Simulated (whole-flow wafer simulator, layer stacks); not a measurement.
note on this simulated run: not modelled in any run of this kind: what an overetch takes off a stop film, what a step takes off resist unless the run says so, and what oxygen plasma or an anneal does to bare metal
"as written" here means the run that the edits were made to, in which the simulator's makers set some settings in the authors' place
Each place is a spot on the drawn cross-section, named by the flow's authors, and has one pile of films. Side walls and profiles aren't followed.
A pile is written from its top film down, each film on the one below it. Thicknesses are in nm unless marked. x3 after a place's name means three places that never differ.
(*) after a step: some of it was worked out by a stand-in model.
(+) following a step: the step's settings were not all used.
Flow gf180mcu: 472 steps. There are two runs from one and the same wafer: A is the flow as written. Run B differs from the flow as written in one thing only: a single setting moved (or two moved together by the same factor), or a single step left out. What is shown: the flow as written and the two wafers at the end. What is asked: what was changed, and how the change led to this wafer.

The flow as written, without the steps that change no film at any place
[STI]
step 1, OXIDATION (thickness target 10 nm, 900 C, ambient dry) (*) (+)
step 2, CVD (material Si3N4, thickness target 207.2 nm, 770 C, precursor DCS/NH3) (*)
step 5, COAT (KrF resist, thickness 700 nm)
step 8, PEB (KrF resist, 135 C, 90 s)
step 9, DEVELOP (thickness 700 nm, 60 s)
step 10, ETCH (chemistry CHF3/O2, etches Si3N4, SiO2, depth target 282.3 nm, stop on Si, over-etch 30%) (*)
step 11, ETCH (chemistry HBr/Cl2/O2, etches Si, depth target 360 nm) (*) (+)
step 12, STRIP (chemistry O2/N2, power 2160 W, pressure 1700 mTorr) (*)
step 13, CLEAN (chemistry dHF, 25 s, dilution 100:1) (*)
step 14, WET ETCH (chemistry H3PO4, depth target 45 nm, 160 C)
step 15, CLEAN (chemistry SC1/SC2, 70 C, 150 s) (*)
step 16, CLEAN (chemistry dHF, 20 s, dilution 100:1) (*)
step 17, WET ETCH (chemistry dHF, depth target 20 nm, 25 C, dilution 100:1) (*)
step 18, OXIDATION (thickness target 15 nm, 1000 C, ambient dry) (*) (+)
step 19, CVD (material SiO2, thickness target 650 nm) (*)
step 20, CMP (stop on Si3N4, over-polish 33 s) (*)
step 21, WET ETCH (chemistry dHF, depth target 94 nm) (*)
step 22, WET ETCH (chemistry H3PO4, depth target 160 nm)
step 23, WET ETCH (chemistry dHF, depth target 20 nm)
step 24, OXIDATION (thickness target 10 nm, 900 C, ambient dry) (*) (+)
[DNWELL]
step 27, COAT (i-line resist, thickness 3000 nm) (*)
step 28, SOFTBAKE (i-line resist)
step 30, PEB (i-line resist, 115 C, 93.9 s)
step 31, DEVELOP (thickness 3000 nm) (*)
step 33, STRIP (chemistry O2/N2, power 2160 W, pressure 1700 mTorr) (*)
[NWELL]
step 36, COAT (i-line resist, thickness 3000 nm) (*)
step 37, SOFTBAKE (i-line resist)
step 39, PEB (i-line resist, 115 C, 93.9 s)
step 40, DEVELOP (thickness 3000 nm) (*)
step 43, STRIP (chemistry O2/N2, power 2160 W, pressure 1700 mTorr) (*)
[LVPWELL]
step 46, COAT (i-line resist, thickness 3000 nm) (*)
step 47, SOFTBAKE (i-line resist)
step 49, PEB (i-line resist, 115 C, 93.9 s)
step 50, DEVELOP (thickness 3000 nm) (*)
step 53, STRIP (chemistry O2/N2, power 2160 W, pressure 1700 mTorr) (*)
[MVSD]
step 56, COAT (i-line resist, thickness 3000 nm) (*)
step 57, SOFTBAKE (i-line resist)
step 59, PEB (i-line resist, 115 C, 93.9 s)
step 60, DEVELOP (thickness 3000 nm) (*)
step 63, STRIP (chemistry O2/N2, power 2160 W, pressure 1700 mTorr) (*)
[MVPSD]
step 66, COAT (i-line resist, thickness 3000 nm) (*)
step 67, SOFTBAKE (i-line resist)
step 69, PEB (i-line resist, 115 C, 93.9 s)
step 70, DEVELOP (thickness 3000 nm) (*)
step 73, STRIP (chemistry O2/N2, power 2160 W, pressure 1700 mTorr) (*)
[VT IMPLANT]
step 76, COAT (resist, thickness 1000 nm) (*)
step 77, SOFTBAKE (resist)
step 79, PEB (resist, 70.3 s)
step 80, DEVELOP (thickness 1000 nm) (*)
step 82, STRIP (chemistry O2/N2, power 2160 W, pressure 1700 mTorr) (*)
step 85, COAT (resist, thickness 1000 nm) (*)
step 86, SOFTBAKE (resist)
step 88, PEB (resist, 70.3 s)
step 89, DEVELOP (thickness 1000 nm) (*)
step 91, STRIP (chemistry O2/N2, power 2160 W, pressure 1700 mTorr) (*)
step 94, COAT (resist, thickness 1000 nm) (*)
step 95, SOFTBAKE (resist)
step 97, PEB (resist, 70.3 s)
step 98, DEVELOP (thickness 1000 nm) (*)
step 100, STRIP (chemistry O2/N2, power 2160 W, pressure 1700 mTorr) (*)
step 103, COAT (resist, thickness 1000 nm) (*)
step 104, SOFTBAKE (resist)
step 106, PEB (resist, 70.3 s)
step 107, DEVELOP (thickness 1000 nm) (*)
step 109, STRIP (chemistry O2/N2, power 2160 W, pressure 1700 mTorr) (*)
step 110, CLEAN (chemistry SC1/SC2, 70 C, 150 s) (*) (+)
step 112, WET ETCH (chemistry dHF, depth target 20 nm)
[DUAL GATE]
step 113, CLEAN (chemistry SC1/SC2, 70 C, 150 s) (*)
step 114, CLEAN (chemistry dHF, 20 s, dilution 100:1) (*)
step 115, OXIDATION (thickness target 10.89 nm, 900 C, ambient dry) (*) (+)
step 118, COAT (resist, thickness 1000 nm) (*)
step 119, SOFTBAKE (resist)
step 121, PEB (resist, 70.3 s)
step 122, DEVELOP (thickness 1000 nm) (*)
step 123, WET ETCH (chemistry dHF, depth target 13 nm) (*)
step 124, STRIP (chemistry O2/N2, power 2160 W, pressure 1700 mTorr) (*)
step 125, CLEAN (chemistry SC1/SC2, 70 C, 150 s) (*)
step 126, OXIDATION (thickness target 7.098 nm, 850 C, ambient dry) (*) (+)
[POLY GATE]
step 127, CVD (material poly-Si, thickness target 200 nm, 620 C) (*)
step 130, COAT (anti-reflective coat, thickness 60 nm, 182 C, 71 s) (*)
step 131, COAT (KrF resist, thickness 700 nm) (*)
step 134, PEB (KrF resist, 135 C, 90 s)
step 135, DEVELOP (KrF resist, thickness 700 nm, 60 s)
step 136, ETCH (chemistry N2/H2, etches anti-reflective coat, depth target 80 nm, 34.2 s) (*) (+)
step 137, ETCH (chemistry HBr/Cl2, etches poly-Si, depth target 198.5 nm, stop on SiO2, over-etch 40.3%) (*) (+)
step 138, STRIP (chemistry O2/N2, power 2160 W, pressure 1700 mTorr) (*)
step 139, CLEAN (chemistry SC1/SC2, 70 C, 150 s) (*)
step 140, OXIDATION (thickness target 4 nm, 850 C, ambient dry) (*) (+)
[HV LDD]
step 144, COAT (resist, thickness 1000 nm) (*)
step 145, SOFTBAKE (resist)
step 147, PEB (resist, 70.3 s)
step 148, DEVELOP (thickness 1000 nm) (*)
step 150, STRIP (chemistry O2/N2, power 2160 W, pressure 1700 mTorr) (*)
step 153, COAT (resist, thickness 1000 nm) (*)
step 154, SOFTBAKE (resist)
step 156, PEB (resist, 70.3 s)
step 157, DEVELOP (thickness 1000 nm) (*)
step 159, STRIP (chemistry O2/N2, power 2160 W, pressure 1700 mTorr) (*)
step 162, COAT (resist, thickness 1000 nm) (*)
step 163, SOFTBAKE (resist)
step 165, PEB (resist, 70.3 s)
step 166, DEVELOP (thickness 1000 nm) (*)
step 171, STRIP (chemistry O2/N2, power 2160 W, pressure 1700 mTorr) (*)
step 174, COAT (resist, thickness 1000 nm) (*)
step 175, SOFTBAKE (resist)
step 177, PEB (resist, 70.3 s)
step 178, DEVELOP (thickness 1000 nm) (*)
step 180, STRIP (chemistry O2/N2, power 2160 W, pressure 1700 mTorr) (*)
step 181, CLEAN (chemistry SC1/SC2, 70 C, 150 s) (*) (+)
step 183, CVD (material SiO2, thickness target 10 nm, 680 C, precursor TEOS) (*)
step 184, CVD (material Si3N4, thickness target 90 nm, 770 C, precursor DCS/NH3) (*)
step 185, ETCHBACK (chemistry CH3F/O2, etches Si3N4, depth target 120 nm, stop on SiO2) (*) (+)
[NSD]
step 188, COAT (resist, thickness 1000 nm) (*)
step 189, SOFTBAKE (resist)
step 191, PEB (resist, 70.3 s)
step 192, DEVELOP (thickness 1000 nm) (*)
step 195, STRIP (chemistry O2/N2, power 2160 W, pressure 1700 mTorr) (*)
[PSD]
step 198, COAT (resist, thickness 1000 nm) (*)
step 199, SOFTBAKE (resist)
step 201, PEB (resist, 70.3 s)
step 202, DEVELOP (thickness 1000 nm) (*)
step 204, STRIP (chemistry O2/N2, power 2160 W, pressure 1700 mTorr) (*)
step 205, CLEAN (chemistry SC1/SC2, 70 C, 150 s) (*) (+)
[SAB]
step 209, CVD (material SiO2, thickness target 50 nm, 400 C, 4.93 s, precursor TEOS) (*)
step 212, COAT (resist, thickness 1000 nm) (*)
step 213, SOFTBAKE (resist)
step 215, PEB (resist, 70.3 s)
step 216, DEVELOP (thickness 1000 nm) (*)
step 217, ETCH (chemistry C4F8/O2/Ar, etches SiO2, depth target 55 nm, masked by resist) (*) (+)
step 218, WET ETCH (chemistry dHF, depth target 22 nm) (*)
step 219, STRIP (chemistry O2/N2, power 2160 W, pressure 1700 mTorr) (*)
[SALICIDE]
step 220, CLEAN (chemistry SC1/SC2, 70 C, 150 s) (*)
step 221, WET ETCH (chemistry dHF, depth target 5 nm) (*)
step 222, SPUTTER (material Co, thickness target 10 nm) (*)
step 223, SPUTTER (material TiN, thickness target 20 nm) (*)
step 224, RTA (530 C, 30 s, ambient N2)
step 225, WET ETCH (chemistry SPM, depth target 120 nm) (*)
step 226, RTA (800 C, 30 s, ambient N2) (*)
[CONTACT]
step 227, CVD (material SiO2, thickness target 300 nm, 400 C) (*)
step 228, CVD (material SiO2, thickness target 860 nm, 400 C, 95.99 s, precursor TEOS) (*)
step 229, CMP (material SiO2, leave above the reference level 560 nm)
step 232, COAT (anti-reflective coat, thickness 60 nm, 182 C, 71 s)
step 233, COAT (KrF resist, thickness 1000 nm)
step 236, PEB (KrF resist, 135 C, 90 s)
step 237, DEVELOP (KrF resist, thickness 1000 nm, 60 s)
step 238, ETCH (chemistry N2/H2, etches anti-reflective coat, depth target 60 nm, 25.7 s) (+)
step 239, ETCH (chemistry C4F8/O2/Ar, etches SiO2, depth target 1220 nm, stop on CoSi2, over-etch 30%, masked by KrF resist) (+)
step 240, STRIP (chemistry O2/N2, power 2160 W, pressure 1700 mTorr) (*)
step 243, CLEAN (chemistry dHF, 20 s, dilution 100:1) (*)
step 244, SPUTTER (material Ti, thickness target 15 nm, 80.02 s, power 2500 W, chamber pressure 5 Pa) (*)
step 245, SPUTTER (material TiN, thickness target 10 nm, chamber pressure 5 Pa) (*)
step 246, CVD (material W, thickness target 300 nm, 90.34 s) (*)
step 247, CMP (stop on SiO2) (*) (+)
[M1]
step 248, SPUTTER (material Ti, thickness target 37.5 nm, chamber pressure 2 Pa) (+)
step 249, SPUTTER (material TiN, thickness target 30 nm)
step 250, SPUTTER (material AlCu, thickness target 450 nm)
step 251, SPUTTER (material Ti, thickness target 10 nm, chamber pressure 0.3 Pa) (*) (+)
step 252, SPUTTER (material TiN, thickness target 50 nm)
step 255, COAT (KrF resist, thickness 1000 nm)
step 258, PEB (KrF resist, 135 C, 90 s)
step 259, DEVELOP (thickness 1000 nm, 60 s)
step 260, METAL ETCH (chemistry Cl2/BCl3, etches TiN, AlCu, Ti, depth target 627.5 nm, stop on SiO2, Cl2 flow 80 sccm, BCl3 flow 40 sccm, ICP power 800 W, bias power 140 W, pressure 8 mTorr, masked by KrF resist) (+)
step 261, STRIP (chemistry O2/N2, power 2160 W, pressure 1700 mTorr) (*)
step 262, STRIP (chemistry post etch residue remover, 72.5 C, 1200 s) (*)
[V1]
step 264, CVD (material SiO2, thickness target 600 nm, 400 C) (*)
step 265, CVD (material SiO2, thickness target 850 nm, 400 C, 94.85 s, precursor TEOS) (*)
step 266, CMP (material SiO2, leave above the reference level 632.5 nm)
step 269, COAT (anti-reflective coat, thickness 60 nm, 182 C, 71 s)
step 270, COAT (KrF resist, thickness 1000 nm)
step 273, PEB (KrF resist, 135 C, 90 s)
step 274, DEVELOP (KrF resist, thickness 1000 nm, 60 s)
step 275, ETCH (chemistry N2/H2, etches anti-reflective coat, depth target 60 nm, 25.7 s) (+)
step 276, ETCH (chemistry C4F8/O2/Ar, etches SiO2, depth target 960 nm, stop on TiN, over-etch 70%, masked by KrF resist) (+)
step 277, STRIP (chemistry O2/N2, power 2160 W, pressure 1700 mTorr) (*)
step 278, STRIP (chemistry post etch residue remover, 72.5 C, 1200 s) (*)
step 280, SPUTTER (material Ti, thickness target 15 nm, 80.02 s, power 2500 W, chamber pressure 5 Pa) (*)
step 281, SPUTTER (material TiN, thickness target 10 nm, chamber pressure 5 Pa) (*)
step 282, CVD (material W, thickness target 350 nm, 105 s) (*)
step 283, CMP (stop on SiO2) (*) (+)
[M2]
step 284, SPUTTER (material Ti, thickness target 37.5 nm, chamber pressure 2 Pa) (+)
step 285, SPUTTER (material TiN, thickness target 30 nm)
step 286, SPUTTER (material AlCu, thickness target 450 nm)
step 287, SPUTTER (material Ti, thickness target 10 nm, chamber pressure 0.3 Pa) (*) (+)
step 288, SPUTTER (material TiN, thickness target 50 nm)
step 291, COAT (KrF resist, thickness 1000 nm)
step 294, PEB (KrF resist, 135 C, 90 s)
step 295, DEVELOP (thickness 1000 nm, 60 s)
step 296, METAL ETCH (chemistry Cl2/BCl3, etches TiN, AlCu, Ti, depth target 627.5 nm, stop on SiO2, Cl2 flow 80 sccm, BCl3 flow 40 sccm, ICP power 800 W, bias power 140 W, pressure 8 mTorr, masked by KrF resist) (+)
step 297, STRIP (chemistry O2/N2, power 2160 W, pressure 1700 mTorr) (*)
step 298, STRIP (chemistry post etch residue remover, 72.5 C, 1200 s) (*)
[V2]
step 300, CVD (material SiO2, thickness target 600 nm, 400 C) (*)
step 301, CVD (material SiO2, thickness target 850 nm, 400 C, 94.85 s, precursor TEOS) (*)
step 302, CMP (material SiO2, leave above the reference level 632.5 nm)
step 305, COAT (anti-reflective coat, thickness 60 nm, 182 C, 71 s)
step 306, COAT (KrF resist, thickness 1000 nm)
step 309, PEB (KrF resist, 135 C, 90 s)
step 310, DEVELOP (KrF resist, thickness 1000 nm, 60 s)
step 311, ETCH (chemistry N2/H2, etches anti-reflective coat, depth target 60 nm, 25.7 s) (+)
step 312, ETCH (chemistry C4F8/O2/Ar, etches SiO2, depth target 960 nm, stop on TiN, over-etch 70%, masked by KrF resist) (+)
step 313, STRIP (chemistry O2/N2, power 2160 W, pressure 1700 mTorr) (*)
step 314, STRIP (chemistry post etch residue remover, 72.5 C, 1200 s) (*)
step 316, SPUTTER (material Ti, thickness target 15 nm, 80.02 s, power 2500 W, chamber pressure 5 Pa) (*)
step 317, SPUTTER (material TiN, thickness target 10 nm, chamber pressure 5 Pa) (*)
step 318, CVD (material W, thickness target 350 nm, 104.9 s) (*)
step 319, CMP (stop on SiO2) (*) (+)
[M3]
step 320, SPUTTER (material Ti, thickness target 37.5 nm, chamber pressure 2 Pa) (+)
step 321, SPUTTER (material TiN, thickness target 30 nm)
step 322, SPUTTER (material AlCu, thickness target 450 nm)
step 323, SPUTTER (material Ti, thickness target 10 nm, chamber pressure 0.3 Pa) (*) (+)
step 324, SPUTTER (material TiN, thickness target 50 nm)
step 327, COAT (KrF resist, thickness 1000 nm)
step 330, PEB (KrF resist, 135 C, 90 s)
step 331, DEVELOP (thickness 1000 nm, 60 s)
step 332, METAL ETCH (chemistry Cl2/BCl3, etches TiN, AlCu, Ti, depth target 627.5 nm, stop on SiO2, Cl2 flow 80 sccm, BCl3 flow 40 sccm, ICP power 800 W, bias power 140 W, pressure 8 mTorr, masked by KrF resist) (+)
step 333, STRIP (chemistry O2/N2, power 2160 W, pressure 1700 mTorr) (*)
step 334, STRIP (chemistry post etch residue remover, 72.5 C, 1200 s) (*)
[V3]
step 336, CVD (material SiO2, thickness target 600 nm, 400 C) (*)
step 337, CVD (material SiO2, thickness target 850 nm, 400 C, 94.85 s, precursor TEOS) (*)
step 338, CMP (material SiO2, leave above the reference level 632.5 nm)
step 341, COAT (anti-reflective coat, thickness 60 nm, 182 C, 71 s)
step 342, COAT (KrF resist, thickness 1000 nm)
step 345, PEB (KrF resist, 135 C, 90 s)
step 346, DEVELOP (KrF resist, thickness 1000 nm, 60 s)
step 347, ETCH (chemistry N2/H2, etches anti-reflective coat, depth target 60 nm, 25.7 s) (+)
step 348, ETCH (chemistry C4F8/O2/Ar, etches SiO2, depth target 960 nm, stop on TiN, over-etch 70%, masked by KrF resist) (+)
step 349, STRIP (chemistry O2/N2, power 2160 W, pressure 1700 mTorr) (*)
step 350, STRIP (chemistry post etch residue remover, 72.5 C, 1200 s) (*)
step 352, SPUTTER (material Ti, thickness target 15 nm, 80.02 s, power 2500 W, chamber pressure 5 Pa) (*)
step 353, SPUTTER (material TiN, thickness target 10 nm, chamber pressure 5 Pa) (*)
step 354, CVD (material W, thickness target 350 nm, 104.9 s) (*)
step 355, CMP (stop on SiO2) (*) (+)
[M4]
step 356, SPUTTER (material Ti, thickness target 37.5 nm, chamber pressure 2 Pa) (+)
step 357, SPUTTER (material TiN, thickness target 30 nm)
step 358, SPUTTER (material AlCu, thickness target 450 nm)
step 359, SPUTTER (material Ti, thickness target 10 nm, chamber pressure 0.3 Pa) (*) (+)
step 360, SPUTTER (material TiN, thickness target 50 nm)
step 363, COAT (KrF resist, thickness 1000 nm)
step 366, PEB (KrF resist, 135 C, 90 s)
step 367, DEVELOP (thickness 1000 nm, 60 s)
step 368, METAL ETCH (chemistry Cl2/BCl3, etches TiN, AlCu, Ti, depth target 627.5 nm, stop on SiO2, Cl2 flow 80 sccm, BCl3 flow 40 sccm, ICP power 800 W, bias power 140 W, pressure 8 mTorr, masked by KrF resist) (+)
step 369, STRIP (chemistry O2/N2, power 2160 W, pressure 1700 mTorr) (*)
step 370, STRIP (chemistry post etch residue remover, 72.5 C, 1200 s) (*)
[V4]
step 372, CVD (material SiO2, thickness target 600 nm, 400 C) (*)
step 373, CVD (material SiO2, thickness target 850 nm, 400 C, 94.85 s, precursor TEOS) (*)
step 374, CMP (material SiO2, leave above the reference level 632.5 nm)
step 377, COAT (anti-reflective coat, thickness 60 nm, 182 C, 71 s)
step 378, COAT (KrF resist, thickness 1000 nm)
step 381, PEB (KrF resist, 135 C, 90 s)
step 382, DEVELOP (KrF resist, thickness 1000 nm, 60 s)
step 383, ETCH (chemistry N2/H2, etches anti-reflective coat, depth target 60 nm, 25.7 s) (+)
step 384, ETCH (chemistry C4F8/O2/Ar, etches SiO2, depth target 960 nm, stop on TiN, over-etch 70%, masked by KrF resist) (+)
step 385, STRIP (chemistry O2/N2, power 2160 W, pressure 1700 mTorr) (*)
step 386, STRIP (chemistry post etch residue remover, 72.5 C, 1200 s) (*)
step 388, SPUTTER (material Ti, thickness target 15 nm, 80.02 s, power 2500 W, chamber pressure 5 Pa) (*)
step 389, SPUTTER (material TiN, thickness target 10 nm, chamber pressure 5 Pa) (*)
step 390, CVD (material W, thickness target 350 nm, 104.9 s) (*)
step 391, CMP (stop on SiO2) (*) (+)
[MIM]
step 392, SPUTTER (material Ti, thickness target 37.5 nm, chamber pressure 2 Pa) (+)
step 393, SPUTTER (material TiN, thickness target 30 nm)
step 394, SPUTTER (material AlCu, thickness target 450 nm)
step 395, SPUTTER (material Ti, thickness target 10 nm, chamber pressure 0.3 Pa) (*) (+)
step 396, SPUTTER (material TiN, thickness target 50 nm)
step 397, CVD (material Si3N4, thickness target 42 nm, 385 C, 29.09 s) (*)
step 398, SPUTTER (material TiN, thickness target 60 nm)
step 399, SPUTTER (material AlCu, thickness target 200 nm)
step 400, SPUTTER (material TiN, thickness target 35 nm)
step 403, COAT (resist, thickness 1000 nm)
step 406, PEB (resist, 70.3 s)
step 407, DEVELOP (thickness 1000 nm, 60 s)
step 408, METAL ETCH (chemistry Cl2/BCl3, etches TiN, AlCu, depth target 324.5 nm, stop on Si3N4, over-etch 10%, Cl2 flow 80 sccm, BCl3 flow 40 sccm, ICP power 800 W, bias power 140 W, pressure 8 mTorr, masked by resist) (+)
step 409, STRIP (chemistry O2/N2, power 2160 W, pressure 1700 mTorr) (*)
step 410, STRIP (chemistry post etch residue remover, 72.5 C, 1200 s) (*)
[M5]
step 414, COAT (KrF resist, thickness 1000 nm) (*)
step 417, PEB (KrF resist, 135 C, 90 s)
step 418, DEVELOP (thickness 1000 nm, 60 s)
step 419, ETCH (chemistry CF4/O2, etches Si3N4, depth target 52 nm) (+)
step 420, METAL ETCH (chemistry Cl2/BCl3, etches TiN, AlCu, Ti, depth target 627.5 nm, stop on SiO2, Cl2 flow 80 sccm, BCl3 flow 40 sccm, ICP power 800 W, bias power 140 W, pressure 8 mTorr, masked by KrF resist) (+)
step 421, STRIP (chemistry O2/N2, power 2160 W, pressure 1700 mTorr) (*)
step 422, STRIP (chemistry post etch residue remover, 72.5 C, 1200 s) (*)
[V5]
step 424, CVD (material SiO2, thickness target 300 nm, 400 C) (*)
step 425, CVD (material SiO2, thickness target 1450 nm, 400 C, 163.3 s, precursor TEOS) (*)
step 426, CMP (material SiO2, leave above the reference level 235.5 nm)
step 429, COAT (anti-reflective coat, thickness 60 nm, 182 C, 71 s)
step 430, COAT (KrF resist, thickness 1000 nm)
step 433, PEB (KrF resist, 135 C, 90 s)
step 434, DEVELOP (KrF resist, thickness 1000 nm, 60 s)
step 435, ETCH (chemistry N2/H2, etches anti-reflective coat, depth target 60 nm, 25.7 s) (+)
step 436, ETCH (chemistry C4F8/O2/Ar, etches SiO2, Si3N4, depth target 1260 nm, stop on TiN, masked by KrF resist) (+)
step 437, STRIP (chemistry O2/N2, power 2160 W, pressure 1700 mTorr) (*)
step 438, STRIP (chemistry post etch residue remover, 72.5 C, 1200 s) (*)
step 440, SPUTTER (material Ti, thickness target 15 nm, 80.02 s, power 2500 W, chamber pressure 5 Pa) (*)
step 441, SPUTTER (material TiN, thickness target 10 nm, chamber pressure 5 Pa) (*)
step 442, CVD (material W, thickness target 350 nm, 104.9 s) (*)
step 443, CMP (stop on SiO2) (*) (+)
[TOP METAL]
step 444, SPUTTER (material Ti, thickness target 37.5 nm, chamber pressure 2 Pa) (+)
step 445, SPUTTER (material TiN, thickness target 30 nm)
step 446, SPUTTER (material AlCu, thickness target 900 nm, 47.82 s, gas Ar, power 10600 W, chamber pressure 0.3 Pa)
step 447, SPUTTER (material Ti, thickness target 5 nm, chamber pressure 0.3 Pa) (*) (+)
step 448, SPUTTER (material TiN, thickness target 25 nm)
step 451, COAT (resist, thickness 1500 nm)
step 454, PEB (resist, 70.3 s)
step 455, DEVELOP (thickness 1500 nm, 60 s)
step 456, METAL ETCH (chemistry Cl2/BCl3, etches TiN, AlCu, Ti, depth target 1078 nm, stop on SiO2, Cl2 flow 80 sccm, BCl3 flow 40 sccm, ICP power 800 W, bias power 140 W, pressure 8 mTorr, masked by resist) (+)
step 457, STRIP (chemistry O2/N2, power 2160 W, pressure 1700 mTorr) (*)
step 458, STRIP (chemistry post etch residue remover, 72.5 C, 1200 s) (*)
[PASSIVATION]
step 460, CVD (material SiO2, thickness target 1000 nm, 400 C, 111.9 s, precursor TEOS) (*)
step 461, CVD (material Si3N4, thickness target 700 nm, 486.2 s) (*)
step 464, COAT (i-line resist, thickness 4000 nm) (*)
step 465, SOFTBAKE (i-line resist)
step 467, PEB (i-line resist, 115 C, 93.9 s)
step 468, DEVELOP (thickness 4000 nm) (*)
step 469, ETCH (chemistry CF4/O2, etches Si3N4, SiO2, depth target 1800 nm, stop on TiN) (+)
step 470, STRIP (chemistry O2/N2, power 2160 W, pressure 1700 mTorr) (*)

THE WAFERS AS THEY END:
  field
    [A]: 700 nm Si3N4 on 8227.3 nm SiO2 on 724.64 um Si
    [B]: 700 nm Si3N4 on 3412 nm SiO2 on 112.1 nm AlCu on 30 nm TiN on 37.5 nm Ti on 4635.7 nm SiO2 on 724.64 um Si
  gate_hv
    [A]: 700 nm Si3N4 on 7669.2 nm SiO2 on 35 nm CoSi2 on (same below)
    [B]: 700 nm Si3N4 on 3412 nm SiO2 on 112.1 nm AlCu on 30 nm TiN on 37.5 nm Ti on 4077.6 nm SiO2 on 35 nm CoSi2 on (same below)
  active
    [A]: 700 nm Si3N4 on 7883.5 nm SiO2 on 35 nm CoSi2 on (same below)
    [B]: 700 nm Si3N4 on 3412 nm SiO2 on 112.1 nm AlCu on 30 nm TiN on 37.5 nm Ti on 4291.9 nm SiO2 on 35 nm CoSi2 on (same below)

The reason: step 368, METAL ETCH: depth target 392.2 nm was run, while the flow as written has depth target 627.5 nm.

How this came from the change, step by step:
  step 368, METAL ETCH (chemistry Cl2/BCl3, etches TiN, AlCu, Ti, depth target 627.5 nm, stop on SiO2, Cl2 flow 80 sccm, BCl3 flow 40 sccm, ICP power 800 W, bias power 140 W, pressure 8 mTorr, masked by KrF resist) (+)
      field, field__w1, field__w2 and 103 more: A TiN loses 50 (all of it), Ti loses 10 (all of it), AlCu loses 450 (all of it), TiN loses 30 (all of it), Ti loses 37.5 (all of it) | B TiN loses 50 (all of it), Ti loses 10 (all of it), AlCu loses 332.2
      field__w8, contact, m1, m1__w1, m1_nw: A KrF resist loses 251 | B KrF resist loses 156.9
  step 369, STRIP (chemistry O2/N2, power 2160 W, pressure 1700 mTorr) (*)
      field__w8, contact, m1, m1__w1, m1_nw: A KrF resist loses 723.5 (all of it) | B KrF resist loses 817.6 (all of it)
  step 370, STRIP (chemistry post etch residue remover, 72.5 C, 1200 s) (*)
      field, field__w1, field__w2 and 103 more: A nothing | B AlCu loses 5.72
  step 372, CVD (material SiO2, thickness target 600 nm, 400 C) (*)
      field, field__w1, field__w2 and 103 more: A SiO2 gains 600 | B SiO2 gains 600 (new film)
  step 374, CMP (material SiO2, leave above the reference level 632.5 nm)
      field, field__w1, field__w2 and 103 more: A SiO2 loses 300 | B SiO2 loses 479.6
Taking metal films that touch as one body, field has 1 body; the flow as written gives 0 bodies.
Taking metal films that touch as one body, gate_hv has 2 bodies (between them, from the top down: SiO2 4077.6); the flow as written gives 1 body.
Taking metal films that touch as one body, active has 2 bodies (between them, from the top down: SiO2 4291.9); the flow as written gives 1 body.
